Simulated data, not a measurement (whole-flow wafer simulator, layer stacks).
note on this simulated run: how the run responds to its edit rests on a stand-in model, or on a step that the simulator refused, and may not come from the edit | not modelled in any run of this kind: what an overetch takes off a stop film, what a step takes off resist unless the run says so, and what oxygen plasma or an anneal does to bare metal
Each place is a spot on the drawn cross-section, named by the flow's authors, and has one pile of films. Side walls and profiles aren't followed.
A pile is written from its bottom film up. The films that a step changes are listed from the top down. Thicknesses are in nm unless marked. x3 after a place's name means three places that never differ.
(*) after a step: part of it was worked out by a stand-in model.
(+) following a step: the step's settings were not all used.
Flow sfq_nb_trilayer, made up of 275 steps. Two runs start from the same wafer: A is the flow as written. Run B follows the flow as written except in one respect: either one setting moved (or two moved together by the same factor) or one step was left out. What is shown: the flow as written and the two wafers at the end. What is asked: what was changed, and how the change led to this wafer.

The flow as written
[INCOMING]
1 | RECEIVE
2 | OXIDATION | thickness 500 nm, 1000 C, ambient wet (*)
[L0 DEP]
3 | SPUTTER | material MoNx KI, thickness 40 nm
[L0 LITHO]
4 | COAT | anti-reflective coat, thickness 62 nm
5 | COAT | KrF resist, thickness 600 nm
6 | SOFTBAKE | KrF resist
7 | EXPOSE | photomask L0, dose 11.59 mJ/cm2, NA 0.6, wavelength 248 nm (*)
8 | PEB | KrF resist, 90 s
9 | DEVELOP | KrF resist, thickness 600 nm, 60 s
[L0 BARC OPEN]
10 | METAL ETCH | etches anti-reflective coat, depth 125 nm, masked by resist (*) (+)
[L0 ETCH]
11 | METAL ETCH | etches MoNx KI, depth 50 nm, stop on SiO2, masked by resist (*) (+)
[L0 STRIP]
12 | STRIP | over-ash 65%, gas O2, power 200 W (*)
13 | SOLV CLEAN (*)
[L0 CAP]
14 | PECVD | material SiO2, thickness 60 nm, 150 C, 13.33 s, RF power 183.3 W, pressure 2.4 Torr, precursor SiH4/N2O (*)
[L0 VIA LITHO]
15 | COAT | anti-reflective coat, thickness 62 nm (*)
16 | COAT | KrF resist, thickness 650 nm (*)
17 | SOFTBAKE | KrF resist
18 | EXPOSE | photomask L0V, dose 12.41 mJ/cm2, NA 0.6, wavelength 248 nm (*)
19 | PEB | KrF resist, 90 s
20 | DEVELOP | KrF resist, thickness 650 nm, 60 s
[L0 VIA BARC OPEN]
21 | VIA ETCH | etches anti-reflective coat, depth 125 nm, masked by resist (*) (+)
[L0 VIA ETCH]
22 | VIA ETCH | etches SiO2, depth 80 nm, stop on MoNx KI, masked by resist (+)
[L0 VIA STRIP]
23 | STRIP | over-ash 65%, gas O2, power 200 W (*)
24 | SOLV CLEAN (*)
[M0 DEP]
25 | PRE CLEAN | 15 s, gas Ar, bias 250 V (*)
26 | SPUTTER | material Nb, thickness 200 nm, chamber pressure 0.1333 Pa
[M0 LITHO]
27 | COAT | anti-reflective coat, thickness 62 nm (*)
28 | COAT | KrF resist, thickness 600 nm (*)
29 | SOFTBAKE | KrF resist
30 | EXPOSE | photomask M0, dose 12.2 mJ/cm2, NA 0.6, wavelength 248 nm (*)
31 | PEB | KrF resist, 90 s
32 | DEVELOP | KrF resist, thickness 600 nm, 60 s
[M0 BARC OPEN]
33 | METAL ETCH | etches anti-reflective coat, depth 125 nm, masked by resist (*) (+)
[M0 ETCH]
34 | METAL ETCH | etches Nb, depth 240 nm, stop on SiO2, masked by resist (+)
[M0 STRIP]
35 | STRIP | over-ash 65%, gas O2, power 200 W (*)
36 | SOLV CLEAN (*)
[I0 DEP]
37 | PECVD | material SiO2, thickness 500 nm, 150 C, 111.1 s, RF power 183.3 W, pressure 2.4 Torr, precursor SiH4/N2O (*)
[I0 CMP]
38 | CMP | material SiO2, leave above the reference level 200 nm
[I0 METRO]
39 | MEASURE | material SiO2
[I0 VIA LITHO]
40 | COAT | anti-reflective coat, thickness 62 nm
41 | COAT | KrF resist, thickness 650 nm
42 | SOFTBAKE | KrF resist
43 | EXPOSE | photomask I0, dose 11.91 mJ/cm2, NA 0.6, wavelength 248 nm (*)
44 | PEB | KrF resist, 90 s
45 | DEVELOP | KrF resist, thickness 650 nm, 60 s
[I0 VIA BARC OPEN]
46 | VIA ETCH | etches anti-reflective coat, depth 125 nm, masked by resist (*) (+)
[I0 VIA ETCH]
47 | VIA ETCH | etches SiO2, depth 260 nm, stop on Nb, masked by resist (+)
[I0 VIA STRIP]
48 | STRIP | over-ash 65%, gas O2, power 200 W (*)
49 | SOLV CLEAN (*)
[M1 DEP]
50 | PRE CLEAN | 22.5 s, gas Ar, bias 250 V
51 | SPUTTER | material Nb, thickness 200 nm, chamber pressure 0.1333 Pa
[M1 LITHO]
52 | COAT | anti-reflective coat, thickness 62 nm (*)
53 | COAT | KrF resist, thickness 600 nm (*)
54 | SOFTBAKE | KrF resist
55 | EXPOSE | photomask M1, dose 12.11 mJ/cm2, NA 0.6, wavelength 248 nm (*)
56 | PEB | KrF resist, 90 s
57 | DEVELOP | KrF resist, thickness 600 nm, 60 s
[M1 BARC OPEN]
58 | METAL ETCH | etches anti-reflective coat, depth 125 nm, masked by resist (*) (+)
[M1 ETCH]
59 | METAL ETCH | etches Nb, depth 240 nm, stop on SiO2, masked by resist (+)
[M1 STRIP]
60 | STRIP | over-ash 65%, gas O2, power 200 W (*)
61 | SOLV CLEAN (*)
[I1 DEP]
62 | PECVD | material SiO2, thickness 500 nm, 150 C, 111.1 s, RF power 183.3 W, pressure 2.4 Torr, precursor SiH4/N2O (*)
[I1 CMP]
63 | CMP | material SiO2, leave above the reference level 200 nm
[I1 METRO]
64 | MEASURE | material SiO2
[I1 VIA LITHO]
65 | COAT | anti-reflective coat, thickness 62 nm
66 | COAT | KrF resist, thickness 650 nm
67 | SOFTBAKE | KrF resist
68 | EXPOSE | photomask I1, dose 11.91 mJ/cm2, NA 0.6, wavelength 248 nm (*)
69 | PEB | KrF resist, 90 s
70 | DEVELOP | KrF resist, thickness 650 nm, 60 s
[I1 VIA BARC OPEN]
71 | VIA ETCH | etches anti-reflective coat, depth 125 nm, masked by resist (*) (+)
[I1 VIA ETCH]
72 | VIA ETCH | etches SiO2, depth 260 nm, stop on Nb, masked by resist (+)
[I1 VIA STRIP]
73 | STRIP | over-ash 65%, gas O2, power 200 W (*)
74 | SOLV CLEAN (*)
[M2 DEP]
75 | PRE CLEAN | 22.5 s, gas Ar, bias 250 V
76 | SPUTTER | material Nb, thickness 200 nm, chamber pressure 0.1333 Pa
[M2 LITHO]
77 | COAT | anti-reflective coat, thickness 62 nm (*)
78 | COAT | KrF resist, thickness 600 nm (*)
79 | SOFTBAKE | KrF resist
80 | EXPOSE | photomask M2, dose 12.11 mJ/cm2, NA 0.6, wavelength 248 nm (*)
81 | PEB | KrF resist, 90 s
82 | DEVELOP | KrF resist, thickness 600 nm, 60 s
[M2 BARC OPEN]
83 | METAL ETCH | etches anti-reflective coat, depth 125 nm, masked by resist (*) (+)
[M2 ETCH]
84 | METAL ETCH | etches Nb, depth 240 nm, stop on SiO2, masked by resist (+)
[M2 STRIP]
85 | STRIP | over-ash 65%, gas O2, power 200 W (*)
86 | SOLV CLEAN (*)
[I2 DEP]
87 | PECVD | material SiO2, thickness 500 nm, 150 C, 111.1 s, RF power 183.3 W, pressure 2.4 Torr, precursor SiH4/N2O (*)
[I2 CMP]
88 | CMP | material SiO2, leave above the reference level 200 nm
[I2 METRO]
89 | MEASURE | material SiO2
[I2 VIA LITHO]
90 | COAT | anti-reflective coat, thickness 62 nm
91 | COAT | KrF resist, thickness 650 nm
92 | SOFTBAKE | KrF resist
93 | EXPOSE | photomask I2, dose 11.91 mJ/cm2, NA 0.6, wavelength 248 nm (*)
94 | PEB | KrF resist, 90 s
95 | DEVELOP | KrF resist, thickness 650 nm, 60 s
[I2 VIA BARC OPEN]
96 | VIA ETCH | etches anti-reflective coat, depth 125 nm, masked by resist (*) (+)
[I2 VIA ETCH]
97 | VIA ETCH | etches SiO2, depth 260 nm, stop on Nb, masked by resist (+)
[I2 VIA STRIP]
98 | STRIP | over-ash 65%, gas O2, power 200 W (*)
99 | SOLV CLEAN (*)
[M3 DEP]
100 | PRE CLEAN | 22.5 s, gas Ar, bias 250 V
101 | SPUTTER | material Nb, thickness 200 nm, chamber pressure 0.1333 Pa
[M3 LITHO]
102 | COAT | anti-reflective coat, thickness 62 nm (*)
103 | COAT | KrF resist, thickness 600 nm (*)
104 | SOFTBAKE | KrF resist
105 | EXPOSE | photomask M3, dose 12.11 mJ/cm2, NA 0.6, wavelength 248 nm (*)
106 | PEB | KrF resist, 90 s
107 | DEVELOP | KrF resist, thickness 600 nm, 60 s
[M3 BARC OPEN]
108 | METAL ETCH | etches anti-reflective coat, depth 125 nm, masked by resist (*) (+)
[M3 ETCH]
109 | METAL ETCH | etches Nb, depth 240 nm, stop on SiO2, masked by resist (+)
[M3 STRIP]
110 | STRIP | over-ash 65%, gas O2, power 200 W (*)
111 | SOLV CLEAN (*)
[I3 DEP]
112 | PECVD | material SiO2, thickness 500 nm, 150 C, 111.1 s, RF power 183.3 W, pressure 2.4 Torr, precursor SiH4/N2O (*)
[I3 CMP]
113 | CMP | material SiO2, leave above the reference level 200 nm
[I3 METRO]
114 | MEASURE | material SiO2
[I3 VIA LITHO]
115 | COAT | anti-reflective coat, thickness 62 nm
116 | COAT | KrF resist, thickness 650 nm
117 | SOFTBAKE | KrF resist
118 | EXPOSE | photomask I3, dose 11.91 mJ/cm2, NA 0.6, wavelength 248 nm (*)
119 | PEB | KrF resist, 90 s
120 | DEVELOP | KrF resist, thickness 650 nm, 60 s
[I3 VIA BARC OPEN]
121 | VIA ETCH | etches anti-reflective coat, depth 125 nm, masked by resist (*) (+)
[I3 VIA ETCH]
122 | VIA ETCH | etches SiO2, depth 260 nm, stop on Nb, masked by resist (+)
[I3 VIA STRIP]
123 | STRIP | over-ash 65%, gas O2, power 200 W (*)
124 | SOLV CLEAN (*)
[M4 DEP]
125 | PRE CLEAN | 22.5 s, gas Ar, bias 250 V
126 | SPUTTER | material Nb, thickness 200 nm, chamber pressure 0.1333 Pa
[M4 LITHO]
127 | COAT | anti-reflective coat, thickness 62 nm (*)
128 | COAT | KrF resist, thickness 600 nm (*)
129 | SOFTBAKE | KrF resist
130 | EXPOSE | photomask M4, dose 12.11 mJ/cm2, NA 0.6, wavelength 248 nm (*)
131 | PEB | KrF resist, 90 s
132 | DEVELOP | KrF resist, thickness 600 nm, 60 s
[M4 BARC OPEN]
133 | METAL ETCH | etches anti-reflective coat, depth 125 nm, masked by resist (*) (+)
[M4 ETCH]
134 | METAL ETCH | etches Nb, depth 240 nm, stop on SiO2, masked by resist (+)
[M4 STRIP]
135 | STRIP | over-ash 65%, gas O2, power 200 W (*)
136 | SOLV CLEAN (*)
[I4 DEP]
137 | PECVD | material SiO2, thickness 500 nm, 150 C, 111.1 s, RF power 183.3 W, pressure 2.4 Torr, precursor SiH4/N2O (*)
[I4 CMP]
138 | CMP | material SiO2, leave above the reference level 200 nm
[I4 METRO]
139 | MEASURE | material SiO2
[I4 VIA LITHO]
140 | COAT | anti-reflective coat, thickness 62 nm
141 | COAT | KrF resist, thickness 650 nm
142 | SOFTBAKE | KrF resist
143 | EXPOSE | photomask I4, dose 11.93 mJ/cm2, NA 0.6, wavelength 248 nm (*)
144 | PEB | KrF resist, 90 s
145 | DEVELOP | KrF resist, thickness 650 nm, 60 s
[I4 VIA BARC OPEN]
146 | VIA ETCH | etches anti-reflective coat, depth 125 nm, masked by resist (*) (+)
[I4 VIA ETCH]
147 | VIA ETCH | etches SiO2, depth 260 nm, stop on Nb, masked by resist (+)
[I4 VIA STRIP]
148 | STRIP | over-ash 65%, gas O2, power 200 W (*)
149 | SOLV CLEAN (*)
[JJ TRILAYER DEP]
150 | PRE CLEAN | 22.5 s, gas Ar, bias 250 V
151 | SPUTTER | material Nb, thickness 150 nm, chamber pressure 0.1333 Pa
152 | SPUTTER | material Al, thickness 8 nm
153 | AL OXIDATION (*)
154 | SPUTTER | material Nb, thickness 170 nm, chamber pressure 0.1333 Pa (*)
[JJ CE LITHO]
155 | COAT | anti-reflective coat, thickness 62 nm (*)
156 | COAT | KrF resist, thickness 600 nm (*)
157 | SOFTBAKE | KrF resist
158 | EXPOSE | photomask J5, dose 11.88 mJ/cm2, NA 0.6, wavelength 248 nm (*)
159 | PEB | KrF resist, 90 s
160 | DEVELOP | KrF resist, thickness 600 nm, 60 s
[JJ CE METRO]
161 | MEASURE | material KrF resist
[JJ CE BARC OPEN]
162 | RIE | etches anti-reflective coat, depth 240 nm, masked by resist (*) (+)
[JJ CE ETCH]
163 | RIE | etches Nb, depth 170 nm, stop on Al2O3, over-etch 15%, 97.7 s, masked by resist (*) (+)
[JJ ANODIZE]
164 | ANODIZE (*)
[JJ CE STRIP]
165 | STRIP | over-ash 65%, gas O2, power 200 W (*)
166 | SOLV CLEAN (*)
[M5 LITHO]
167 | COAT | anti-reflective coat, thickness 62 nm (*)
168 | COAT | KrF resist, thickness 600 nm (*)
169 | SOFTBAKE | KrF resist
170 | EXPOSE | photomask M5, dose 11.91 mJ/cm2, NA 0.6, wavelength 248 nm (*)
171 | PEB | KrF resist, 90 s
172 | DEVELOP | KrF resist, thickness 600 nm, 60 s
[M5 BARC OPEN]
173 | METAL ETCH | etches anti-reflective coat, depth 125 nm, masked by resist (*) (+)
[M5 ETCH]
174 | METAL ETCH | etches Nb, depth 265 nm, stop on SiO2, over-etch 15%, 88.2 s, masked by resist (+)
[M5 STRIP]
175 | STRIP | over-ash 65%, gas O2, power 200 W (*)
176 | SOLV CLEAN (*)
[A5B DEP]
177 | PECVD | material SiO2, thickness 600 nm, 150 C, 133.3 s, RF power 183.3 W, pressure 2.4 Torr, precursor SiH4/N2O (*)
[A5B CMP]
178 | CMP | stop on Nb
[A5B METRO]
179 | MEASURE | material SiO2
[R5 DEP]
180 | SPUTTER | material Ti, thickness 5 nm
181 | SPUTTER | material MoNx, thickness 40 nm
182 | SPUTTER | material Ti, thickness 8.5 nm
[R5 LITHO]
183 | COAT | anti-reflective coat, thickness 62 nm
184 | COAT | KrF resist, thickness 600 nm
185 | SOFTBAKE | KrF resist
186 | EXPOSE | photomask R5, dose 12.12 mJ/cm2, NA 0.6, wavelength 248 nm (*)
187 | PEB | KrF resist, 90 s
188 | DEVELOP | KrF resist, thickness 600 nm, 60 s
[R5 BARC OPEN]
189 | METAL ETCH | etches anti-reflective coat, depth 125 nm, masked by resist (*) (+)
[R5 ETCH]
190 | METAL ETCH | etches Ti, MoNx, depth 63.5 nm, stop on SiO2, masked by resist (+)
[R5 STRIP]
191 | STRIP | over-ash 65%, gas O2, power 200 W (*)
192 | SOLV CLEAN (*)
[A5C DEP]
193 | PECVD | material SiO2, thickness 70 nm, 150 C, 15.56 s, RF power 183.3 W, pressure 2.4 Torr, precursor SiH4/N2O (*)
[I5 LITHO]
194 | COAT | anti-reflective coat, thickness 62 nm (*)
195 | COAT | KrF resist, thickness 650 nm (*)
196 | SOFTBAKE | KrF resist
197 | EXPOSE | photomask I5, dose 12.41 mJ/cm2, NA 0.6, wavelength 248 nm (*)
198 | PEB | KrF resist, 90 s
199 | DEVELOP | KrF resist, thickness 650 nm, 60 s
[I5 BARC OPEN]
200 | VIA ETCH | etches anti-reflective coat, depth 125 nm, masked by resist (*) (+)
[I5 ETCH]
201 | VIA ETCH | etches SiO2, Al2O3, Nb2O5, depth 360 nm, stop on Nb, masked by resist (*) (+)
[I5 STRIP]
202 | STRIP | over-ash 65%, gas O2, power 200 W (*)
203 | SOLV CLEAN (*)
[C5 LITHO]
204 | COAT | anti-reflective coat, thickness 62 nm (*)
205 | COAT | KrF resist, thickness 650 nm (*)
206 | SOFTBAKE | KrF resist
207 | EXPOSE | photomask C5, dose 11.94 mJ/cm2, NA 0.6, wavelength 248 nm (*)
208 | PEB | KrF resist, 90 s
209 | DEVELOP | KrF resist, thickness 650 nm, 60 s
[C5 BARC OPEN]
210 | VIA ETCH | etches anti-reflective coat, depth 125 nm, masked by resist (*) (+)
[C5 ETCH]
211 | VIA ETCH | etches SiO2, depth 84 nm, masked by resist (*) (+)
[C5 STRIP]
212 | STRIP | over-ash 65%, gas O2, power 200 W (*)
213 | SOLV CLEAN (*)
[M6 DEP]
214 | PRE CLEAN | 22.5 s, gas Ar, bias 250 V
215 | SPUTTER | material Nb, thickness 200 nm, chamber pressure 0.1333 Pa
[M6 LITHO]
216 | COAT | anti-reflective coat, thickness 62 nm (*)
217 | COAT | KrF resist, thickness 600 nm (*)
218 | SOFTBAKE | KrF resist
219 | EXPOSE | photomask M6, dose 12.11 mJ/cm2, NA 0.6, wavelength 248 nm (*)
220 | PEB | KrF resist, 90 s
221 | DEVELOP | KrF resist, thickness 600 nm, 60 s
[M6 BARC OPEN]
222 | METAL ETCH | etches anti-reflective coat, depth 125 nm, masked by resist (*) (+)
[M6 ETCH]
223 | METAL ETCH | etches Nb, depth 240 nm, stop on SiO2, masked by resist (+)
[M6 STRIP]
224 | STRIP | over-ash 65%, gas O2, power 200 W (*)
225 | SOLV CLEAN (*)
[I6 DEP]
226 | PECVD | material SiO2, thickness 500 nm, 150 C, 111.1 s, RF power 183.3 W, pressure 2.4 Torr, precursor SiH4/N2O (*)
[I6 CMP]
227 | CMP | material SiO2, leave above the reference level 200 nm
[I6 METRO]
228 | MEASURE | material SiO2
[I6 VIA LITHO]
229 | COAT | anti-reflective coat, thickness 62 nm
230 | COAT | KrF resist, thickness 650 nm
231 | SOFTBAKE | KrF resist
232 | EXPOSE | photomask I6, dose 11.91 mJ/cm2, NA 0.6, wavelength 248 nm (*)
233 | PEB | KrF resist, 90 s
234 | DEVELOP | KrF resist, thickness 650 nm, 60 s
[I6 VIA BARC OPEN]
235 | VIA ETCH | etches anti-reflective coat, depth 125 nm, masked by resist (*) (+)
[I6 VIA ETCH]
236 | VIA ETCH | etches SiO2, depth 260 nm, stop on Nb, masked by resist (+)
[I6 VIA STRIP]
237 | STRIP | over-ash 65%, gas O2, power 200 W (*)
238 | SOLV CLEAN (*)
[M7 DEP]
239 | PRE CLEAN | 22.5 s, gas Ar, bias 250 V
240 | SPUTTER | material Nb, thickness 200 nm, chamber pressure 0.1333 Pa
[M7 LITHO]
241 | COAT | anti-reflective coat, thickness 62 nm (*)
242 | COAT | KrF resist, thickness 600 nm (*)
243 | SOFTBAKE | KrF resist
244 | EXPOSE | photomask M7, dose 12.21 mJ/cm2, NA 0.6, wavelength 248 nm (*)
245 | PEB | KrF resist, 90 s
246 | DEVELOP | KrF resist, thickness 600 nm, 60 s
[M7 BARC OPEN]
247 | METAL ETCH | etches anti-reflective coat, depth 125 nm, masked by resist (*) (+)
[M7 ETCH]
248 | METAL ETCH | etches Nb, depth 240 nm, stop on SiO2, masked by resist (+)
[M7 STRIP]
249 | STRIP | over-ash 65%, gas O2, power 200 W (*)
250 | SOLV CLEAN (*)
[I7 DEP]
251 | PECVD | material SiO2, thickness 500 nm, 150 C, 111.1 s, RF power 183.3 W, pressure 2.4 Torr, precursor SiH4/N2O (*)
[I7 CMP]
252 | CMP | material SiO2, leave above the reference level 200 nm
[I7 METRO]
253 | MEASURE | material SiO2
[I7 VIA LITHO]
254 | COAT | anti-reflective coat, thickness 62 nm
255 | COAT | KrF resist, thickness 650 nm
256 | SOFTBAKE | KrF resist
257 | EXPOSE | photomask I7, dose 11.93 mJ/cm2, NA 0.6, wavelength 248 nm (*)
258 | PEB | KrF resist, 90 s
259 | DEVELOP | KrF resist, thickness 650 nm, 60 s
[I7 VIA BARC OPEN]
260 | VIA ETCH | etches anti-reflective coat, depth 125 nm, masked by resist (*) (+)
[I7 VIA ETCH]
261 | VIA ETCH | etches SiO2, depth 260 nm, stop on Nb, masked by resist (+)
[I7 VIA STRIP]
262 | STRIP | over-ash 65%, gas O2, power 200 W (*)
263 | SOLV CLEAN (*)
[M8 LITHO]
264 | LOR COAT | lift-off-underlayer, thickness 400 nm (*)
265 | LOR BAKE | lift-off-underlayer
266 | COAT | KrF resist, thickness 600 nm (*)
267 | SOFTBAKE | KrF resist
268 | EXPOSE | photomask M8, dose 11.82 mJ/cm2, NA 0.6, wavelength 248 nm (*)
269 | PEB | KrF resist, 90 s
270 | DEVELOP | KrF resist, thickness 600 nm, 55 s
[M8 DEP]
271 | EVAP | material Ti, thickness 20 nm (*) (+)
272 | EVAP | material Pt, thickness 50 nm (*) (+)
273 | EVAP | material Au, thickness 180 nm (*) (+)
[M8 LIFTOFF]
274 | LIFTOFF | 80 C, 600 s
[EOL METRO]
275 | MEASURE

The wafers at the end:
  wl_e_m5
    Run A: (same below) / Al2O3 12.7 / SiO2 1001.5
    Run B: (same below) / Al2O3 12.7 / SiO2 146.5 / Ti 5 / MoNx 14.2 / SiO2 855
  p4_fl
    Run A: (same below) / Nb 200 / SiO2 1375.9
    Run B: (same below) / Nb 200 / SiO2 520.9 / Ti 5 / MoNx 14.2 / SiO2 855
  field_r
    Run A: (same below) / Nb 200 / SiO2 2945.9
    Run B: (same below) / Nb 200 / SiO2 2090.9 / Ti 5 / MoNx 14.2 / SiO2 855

The reason: step 190, METAL ETCH: depth 34.3 nm was run, though the flow has depth 63.5 nm.

The path from the change to this, step by step:
  190 | METAL ETCH | etches Ti, MoNx, depth 63.5 nm, stop on SiO2, masked by resist (+)
      field_l, v_sur, via_wl and 92 more: A Ti loses 8.5 (all of it), MoNx loses 40 (all of it), Ti loses 5 (all of it) | B Ti loses 8.5 (all of it), MoNx loses 25.8
      ce_l, c5j, ce_r, wl_jj: A Ti loses 8.5 (all of it), MoNx loses 40 (all of it), Ti loses 5 (all of it), Nb loses 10 | B Ti loses 8.5 (all of it), MoNx loses 25.8
      (as well as at 7 more places)
  191 | STRIP | over-ash 65%, gas O2, power 200 W (*)
      be_r, r_sur, res, r_end, r5r_line_l, r5r_line_c, r5r_line_r: A KrF resist loses 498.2 (all of it), anti-reflective coat loses 62 (all of it) | B KrF resist loses 509.8 (all of it), anti-reflective coat loses 62 (all of it)
  193 | PECVD | material SiO2, thickness 70 nm, 150 C, 15.56 s, RF power 183.3 W, pressure 2.4 Torr, precursor SiH4/N2O (*)
      field_l, v_sur, via_wl and 92 more: A SiO2 gains 70 | B SiO2 gains 70 (new film)
  194 | COAT | anti-reflective coat, thickness 62 nm (*)
      wl_j_sl, wl_j_sr: A anti-reflective coat gains 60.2 (new film) | B anti-reflective coat gains 62 (new film)
      r5r_spacepad_l, r5r_spacepad_r: A anti-reflective coat gains 84.4 (new film) | B anti-reflective coat gains 76.1 (new film)
      (as well as at 15 more places)
  201 | VIA ETCH | etches SiO2, Al2O3, Nb2O5, depth 360 nm, stop on Nb, masked by resist (*) (+)
      be: A SiO2 loses 216.4 (all of it), Al2O3 loses 12.7 (all of it), Nb2O5 loses 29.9 (all of it) | B SiO2 loses 69.8 (all of it), MoNx loses 14.2 (all of it), Ti loses 5 (all of it), SiO2 loses 146.5 (all of it), Al2O3 loses 12.7 (all of it), Nb2O5 loses 29.9 (all of it)
  202 | STRIP | over-ash 65%, gas O2, power 200 W (*)
      wl_j_sl, wl_j_sr: A KrF resist loses 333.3 (all of it), anti-reflective coat loses 60.2 (all of it) | B KrF resist loses 333.2 (all of it), anti-reflective coat loses 62 (all of it)
      r5r_spacepad_l, r5r_spacepad_r: A KrF resist loses 335.6 (all of it), anti-reflective coat loses 84.4 (all of it) | B KrF resist loses 334.8 (all of it), anti-reflective coat loses 76.1 (all of it)
      (as well as at 15 more places)
  204 | COAT | anti-reflective coat, thickness 62 nm (*)
      wl_j_sl, wl_j_sr: A anti-reflective coat gains 60.2 (new film) | B anti-reflective coat gains 62 (new film)
      r5r_spacepad_l, r5r_spacepad_r: A anti-reflective coat gains 84.4 (new film) | B anti-reflective coat gains 76.1 (new film)
      (as well as at 17 more places)
  210 | VIA ETCH | etches anti-reflective coat, depth 125 nm, masked by resist (*) (+)
      field_l, v_sur, via_wl and 101 more: A KrF resist loses 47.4 | B KrF resist loses 48.7
      c5j: A anti-reflective coat loses 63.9 (all of it), SiO2 loses 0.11 | B anti-reflective coat loses 61.3 (all of it), SiO2 loses 0.13
      (as well as at 1 more place)
  211 | VIA ETCH | etches SiO2, depth 84 nm, masked by resist (*) (+)
      c5j: A SiO2 loses 69.9 (all of it), Nb loses 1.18 | B SiO2 loses 69.9 (all of it)
  212 | STRIP | over-ash 65%, gas O2, power 200 W (*)
      wl_j_sl, wl_j_sr: A KrF resist loses 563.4 (all of it), anti-reflective coat loses 60.2 (all of it) | B KrF resist loses 561.9 (all of it), anti-reflective coat loses 62 (all of it)
      r5r_spacepad_l, r5r_spacepad_r: A KrF resist loses 565.8 (all of it), anti-reflective coat loses 84.4 (all of it) | B KrF resist loses 563.5 (all of it), anti-reflective coat loses 76.1 (all of it)
      (as well as at 15 more places)
  214 | PRE CLEAN | 22.5 s, gas Ar, bias 250 V
      c5j: A Nb loses 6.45 | B MoNx loses 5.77
  215 | SPUTTER | material Nb, thickness 200 nm, chamber pressure 0.1333 Pa
      c5j: A Nb gains 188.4 | B Nb gains 189.1 (new film)
      be: A Nb gains 147.3 | B Nb gains 143.1
  216 | COAT | anti-reflective coat, thickness 62 nm (*)
      wl_j_sl, wl_j_sr: A anti-reflective coat gains 60.2 (new film) | B anti-reflective coat gains 62 (new film)
      r5r_spacepad_l, r5r_spacepad_r: A anti-reflective coat gains 85.7 (new film) | B anti-reflective coat gains 76.6 (new film)
      (as well as at 17 more places)
  217 | COAT | KrF resist, thickness 600 nm (*)
      be: A KrF resist gains 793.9 (new film) | B KrF resist gains 810.3 (new film)
  222 | METAL ETCH | etches anti-reflective coat, depth 125 nm, masked by resist (*) (+)
      r5r_spacepad_l, r5r_spacepad_r: A anti-reflective coat loses 85.7 (all of it) | B anti-reflective coat loses 76.6 (all of it)
      r5r_line_c, r5r_line_r: A anti-reflective coat loses 50 (all of it) | B anti-reflective coat loses 53.4 (all of it)
      (as well as at 3 more places)
  224 | STRIP | over-ash 65%, gas O2, power 200 W (*)
      wl_j_sl, wl_j_sr: A KrF resist loses 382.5 (all of it), anti-reflective coat loses 60.2 (all of it) | B KrF resist loses 382.4 (all of it), anti-reflective coat loses 62 (all of it)
      wire: A KrF resist loses 369.8 (all of it), anti-reflective coat loses 48.3 (all of it) | B KrF resist loses 368.3 (all of it), anti-reflective coat loses 47.3 (all of it)
      (as well as at 11 more places)
  ... and 1 more step ...
  227 | CMP | material SiO2, leave above the reference level 200 nm
      ce_l, ce_r, wl_jj: A SiO2 loses 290 | B SiO2 loses 300
      be_r, r_sur, r_end: A SiO2 loses 353.5 | B SiO2 loses 334.3
      (as well as at 7 more places)
With metal films that touch counted as one body, wl_e_m5 has 7 bodies (between them, from the top down: SiO2 146.5 / Al2O3 12.7 / Nb2O5 29.9; SiO2 192.5; SiO2 192.5; SiO2 192.5; SiO2 192.5; SiO2 192.5); the flow as written gives 6 bodies (between them, from the top down: SiO2 192.5; SiO2 192.5; SiO2 192.5; SiO2 192.5; SiO2 192.5).
With metal films that touch counted as one body, p4_fl has 3 bodies (between them, from the top down: SiO2 520.9; SiO2 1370); the flow as written gives 2 bodies (between them, from the top down: SiO2 1370).
With metal films that touch counted as one body, field_r has 2 bodies (between them, from the top down: SiO2 2090.9); the flow as written gives 1 body.
